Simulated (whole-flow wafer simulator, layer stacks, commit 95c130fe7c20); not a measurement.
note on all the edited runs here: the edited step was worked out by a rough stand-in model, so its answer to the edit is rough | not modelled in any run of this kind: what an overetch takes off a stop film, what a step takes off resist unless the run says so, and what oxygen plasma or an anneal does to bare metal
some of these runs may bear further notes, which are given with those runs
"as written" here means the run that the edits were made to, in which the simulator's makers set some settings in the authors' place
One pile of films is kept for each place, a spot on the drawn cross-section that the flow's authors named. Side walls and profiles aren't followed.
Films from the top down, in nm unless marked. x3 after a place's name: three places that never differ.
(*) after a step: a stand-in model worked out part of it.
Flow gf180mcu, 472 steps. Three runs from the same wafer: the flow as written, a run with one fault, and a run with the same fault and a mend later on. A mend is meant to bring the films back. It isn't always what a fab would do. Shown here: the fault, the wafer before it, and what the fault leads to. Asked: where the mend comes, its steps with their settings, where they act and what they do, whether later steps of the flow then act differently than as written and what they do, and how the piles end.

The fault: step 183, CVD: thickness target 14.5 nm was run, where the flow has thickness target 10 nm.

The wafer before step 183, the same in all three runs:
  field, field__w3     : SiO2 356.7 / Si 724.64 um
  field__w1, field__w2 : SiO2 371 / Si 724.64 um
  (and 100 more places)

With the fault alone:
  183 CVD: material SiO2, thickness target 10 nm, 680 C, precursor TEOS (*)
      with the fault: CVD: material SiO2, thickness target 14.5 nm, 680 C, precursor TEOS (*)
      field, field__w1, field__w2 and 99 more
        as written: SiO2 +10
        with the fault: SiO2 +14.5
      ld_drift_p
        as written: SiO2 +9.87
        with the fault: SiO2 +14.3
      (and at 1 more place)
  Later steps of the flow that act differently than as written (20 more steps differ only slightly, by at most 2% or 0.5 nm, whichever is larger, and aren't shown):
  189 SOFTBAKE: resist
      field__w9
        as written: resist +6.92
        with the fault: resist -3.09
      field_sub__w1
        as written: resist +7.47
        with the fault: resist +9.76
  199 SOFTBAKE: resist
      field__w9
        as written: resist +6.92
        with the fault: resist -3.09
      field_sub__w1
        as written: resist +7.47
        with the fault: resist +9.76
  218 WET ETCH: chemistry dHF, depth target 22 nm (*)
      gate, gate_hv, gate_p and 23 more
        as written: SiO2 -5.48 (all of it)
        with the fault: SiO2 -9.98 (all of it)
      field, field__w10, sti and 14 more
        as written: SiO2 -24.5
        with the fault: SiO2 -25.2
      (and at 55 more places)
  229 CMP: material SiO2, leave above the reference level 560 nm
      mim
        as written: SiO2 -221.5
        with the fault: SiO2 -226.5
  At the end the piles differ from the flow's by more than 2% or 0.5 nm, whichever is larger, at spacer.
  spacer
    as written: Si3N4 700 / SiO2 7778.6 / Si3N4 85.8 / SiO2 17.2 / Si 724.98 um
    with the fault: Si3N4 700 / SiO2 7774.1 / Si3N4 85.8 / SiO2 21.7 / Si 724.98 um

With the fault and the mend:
  The mend comes after step 183.
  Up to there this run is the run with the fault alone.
  183a WET ETCH: chemistry dHF, depth target 4.5 nm, 25 C, dilution 100:1 (the flow's step 17 once more, with other settings)
      field, field__w1, field__w2 and 101 more
        SiO2 -4.5
  No later step of the flow acts differently than as written, at any place that is followed, by more than 2% or 0.5 nm, whichever is larger.
  At the end the piles differ from the flow's only slightly at the places that both follow, by at most 2% or 0.5 nm, whichever is larger.
